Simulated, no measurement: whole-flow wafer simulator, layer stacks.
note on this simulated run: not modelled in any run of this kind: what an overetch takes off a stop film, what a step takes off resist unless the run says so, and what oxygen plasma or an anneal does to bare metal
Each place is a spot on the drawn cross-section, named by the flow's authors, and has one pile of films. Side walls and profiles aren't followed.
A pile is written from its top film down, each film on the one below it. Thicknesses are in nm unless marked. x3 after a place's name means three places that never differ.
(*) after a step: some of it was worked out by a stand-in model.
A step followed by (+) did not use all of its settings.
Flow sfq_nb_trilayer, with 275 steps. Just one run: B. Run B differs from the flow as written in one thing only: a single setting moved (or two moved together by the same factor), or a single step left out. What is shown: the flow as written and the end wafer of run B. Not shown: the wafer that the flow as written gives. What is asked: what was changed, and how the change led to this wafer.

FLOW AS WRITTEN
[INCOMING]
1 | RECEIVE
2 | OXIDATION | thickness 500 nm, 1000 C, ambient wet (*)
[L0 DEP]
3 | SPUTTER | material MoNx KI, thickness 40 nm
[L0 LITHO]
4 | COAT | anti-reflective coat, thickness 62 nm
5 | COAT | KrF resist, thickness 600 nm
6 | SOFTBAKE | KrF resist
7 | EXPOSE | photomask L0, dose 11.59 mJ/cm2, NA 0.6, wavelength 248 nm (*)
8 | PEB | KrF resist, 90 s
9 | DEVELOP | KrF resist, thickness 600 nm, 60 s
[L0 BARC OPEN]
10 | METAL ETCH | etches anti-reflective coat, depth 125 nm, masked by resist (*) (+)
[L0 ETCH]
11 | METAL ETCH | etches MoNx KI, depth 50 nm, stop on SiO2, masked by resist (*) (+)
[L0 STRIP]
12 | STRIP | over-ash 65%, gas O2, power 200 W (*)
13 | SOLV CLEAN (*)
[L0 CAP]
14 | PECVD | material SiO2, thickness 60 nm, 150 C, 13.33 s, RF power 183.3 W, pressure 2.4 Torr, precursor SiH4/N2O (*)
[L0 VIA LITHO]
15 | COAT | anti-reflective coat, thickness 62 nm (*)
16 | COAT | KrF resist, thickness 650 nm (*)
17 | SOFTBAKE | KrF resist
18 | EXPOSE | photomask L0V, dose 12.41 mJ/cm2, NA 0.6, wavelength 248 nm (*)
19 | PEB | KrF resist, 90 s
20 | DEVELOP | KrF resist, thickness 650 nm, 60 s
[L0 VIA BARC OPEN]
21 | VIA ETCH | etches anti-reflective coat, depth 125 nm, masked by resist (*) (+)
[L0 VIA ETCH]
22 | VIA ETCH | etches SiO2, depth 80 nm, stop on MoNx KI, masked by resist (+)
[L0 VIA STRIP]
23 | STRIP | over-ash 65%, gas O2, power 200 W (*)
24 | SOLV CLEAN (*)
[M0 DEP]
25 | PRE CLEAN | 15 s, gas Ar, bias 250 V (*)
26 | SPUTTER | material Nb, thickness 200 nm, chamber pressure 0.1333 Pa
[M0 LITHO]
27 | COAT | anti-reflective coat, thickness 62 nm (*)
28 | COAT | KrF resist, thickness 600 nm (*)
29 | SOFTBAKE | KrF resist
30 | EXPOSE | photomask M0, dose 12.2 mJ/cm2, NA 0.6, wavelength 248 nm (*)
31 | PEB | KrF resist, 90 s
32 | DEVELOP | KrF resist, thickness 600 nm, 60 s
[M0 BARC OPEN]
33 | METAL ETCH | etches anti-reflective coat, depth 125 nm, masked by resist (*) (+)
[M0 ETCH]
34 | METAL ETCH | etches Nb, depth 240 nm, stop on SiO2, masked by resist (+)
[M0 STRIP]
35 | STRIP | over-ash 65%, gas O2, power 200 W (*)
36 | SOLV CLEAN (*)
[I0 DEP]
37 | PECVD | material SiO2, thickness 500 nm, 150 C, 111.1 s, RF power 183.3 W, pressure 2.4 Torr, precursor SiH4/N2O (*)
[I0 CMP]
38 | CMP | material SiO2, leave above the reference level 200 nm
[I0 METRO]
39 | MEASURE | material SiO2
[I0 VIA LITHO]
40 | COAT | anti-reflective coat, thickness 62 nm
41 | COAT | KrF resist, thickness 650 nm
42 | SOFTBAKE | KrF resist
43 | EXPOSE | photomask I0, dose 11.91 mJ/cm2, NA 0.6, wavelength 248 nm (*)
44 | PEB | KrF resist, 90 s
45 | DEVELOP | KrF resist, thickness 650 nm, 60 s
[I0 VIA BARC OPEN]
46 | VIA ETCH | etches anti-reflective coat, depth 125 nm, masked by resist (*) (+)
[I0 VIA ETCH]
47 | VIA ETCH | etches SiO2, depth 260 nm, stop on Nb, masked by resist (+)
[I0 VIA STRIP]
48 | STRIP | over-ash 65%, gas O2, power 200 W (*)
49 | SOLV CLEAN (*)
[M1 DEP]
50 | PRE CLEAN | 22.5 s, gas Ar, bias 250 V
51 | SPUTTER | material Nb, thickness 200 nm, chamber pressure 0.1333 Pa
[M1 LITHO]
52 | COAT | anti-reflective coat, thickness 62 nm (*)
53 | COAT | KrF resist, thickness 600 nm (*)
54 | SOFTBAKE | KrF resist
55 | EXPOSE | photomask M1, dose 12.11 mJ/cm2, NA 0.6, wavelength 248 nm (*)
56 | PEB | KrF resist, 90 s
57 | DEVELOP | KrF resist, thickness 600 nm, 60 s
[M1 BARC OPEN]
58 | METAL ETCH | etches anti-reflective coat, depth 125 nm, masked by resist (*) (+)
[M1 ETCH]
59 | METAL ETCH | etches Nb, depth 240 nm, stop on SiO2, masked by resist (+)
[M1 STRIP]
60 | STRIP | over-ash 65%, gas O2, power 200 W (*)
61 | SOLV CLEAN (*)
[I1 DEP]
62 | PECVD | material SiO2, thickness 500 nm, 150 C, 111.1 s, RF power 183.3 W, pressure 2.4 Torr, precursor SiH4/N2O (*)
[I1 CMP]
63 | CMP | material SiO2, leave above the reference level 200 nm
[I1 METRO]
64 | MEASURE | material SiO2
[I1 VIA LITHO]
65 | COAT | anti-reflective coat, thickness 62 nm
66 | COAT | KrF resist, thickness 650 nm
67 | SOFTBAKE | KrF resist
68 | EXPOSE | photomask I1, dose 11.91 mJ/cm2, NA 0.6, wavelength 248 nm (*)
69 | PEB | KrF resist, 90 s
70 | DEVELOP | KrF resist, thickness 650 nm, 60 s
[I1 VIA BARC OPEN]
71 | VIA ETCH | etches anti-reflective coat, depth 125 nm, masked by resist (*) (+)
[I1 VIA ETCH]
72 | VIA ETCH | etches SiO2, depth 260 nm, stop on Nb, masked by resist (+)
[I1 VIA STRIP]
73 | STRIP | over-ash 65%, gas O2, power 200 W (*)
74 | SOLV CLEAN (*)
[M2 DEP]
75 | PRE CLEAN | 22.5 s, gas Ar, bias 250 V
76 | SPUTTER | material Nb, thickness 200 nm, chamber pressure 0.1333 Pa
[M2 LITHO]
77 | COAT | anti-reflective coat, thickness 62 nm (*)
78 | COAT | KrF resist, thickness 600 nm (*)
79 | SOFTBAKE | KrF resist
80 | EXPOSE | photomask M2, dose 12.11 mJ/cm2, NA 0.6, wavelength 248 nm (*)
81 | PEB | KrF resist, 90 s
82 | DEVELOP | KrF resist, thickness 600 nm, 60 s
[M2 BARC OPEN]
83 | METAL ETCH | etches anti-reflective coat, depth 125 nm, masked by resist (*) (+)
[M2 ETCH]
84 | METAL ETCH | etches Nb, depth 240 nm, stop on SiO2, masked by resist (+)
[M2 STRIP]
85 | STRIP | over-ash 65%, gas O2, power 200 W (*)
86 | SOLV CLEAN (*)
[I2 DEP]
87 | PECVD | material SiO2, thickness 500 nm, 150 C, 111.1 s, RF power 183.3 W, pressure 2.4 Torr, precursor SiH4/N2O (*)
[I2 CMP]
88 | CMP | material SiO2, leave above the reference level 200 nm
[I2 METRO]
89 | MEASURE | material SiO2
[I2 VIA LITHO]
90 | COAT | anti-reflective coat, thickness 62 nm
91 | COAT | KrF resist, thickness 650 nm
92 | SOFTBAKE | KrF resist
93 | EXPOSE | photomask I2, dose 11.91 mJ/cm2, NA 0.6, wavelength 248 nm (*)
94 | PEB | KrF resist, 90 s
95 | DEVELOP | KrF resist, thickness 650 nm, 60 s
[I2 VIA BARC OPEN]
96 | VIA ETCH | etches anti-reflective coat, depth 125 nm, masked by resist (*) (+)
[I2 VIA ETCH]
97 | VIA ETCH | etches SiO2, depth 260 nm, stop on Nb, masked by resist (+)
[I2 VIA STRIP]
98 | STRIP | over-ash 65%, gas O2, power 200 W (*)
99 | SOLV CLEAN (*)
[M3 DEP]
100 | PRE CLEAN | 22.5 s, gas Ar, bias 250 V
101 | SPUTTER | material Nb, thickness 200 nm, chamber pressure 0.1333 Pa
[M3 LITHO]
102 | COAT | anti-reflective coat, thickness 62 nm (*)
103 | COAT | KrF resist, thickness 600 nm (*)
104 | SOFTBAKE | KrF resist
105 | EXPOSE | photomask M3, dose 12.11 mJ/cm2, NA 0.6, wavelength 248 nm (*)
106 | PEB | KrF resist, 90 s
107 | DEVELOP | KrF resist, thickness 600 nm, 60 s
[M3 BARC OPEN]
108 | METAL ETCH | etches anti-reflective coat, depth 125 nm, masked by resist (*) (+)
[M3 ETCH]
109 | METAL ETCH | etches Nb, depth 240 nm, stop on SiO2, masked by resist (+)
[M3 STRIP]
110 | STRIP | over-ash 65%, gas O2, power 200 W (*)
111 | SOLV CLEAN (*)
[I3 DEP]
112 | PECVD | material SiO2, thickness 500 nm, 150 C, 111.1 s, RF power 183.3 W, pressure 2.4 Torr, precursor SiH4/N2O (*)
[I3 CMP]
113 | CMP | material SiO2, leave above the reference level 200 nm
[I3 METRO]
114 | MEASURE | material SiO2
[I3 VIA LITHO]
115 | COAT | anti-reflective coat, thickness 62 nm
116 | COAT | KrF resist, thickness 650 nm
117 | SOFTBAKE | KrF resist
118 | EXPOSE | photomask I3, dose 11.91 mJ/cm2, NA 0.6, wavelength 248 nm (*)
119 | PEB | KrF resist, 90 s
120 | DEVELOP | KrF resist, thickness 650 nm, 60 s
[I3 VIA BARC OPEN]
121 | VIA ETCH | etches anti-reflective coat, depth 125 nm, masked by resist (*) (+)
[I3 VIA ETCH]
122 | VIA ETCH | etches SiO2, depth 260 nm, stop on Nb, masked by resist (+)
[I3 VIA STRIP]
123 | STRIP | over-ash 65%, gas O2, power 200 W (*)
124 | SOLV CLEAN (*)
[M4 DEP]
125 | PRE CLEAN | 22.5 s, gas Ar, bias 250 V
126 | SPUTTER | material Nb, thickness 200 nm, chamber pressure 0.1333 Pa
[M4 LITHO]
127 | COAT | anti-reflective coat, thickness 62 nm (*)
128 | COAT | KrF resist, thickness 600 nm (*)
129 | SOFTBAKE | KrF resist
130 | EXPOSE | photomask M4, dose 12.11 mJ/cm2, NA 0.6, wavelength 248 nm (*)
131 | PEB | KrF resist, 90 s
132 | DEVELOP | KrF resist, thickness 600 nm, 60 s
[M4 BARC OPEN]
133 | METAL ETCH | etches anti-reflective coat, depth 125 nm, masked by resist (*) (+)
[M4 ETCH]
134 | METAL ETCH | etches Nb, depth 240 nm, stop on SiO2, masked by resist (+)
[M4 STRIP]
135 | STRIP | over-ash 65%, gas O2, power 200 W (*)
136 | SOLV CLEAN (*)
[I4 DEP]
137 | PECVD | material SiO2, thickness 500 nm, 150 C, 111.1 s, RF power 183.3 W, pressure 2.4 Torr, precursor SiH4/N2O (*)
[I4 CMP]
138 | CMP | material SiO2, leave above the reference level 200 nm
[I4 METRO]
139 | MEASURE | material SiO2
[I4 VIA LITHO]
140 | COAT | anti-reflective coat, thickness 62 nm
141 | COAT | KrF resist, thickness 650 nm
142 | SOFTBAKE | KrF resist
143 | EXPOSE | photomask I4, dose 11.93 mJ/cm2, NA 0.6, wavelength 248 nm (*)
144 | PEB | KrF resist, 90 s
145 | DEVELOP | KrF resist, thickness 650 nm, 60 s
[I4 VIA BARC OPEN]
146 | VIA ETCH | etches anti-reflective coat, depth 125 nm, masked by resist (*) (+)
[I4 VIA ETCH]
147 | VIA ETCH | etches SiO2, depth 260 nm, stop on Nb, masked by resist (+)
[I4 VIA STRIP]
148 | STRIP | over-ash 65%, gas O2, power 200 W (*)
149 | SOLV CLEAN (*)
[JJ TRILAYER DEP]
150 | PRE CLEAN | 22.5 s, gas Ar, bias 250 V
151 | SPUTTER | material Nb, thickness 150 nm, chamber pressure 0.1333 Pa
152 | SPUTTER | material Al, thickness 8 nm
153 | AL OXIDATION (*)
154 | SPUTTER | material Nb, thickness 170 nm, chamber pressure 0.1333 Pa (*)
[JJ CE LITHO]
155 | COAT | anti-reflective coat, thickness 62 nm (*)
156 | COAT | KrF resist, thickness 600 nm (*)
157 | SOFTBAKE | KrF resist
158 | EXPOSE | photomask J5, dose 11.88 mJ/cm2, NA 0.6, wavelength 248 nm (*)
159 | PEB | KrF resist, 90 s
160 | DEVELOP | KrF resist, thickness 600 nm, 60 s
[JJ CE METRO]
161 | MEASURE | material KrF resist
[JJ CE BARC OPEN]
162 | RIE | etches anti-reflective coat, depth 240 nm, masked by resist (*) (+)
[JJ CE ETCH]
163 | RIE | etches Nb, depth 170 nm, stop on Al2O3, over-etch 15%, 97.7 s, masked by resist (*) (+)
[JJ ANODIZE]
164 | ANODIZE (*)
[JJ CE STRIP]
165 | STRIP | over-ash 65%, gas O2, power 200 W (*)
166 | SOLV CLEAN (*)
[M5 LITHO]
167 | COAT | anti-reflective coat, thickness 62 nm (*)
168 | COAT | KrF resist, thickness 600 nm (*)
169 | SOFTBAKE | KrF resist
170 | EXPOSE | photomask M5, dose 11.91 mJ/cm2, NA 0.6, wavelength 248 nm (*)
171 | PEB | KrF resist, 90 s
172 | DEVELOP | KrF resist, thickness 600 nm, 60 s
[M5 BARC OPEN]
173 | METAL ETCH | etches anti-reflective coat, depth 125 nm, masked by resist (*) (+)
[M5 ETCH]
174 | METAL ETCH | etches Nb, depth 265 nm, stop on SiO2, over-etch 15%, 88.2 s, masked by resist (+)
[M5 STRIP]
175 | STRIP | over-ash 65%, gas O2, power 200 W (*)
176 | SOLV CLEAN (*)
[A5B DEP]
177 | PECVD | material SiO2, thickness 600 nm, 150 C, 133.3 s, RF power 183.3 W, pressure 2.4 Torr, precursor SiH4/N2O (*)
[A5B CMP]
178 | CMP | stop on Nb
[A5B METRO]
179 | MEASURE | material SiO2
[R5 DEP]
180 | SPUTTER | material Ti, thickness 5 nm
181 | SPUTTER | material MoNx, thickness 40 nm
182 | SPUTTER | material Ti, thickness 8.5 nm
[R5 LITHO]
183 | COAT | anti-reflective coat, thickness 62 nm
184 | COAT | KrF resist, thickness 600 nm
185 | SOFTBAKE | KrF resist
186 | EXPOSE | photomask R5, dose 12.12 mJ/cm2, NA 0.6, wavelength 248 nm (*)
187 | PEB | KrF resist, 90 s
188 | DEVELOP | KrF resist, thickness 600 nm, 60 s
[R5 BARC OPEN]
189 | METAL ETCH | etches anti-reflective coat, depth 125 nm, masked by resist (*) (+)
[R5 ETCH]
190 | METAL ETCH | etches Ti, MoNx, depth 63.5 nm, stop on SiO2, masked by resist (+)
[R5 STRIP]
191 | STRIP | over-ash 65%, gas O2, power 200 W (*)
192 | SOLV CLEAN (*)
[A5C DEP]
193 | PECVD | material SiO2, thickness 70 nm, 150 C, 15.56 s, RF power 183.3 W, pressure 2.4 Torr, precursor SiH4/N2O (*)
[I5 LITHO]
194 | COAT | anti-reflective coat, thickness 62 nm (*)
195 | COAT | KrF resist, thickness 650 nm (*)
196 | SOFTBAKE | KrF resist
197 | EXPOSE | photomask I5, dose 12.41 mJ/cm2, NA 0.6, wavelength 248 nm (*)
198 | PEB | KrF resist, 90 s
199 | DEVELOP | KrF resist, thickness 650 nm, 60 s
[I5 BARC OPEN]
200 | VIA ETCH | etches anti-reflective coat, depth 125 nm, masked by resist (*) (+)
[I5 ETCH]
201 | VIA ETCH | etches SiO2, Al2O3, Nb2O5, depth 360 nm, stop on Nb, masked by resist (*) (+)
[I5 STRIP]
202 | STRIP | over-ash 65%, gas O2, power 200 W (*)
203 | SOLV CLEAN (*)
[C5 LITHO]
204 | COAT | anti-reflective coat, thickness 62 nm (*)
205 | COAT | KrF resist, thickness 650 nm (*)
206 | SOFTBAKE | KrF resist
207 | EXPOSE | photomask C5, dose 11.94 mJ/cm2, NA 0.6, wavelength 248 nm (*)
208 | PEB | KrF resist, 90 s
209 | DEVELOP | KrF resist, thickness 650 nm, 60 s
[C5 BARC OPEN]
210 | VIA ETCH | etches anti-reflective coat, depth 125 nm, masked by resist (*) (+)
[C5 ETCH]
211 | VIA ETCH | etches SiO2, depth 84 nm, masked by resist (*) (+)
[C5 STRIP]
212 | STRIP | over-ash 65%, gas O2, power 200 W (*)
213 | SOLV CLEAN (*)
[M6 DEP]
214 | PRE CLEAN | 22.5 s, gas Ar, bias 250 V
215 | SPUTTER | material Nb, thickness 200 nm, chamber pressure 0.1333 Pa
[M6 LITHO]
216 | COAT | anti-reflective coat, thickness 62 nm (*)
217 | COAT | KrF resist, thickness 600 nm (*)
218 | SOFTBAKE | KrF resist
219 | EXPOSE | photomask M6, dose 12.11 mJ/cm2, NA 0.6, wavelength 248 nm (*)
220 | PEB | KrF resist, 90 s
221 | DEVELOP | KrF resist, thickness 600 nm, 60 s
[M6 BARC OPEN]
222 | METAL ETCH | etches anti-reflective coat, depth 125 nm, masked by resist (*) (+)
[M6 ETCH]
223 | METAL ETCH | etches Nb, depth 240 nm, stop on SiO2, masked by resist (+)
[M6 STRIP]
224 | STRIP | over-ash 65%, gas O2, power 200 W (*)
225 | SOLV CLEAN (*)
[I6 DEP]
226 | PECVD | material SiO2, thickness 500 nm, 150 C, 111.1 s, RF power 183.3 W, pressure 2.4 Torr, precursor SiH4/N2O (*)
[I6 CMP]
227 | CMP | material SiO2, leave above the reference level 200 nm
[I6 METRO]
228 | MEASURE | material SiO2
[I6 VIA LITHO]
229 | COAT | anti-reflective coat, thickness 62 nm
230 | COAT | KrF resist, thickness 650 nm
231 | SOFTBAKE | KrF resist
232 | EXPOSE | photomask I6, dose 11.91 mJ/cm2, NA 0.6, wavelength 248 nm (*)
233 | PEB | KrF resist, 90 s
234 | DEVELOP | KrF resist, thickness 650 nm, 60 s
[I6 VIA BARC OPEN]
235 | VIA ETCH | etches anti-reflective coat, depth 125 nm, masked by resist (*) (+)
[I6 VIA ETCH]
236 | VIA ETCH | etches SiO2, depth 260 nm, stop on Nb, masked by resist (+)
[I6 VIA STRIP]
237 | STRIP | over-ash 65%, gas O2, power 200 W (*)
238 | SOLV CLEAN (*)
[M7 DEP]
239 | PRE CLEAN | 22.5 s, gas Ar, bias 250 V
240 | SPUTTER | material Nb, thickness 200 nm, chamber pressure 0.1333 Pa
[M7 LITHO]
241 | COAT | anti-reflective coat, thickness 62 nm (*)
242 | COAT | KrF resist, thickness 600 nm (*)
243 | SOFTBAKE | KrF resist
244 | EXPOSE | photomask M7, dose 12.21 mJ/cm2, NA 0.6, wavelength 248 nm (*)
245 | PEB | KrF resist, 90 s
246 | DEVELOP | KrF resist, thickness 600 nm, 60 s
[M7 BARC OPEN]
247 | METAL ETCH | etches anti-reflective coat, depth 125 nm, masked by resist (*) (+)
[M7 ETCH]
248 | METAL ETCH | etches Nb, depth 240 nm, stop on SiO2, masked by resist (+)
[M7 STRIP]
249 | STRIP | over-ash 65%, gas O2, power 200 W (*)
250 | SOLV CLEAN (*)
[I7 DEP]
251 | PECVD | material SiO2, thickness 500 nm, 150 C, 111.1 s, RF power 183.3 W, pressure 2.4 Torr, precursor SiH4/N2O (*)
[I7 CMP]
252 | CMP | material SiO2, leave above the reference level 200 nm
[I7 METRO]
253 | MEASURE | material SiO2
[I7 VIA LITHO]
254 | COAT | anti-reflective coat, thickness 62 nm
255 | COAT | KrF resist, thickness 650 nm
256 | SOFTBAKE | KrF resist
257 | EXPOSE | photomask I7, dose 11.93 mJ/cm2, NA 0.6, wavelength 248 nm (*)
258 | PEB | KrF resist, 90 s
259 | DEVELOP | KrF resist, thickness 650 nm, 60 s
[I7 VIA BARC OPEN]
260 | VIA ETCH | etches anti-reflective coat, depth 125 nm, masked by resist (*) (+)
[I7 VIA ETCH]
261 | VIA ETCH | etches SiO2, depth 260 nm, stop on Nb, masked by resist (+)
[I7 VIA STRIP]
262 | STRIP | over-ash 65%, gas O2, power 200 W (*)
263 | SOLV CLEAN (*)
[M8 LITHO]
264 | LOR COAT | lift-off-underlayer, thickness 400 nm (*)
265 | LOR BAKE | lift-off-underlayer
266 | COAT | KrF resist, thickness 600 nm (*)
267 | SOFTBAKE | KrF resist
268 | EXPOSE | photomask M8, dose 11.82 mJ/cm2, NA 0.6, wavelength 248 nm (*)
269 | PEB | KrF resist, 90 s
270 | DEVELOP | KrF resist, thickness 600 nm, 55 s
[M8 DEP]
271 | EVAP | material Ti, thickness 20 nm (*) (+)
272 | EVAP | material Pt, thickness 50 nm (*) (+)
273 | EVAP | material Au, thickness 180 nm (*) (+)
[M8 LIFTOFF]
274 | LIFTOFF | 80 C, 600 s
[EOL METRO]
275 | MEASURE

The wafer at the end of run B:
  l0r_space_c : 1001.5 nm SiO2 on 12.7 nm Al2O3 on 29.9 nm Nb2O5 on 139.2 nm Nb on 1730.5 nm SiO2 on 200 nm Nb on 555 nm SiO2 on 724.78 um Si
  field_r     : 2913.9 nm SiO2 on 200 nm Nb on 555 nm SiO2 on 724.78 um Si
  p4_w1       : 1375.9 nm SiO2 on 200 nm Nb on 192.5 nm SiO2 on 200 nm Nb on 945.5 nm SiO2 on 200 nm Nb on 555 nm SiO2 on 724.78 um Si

Cause: step 63, CMP: leave above the reference level 168 nm was run, whereas the flow has leave above the reference level 200 nm.

Step by step, how the change led to this:
  63 | CMP | material SiO2, leave above the reference level 200 nm
      field_l, be, be_sur and 72 more: SiO2 loses 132 (in the flow as written it would be: SiO2 loses 100)
      v_sur, via_wl, via_wr and 20 more: SiO2 loses 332 (in the flow as written it would be: SiO2 loses 300)
      (as well as at 8 more places)
  72 | VIA ETCH | etches SiO2, depth 260 nm, stop on Nb, masked by resist (+)
      field_l, v_sur, via_wl and 102 more: KrF resist loses 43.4 (in the flow as written it would be: KrF resist loses 44.8)
      via_v: SiO2 loses 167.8 (all of it) (in the flow as written it would be: SiO2 loses 199.8 (all of it))
  76 | SPUTTER | material Nb, thickness 200 nm, chamber pressure 0.1333 Pa
      via_v: Nb gains 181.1 (in the flow as written it would be: Nb gains 174.5)
  77 | COAT | anti-reflective coat, thickness 62 nm (*)
      via_v: anti-reflective coat gains 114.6 (new film) (in the flow as written it would be: anti-reflective coat gains 123.1 (new film))
  78 | COAT | KrF resist, thickness 600 nm (*)
      via_v: KrF resist gains 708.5 (new film) (in the flow as written it would be: KrF resist gains 733.7 (new film))
  85 | STRIP | over-ash 65%, gas O2, power 200 W (*)
      via_v: KrF resist loses 490.6 (all of it), anti-reflective coat loses 114.6 (all of it) (in the flow as written it would be: KrF resist loses 515.8 (all of it), anti-reflective coat loses 123.1 (all of it))
  87 | PECVD | material SiO2, thickness 500 nm, 150 C, 111.1 s, RF power 183.3 W, pressure 2.4 Torr, precursor SiH4/N2O (*)
      via_v: SiO2 gains 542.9 (new film) (in the flow as written it would be: SiO2 gains 606 (new film))
  88 | CMP | material SiO2, leave above the reference level 200 nm
      via_v: SiO2 loses 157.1 (in the flow as written it would be: SiO2 loses 181.6)
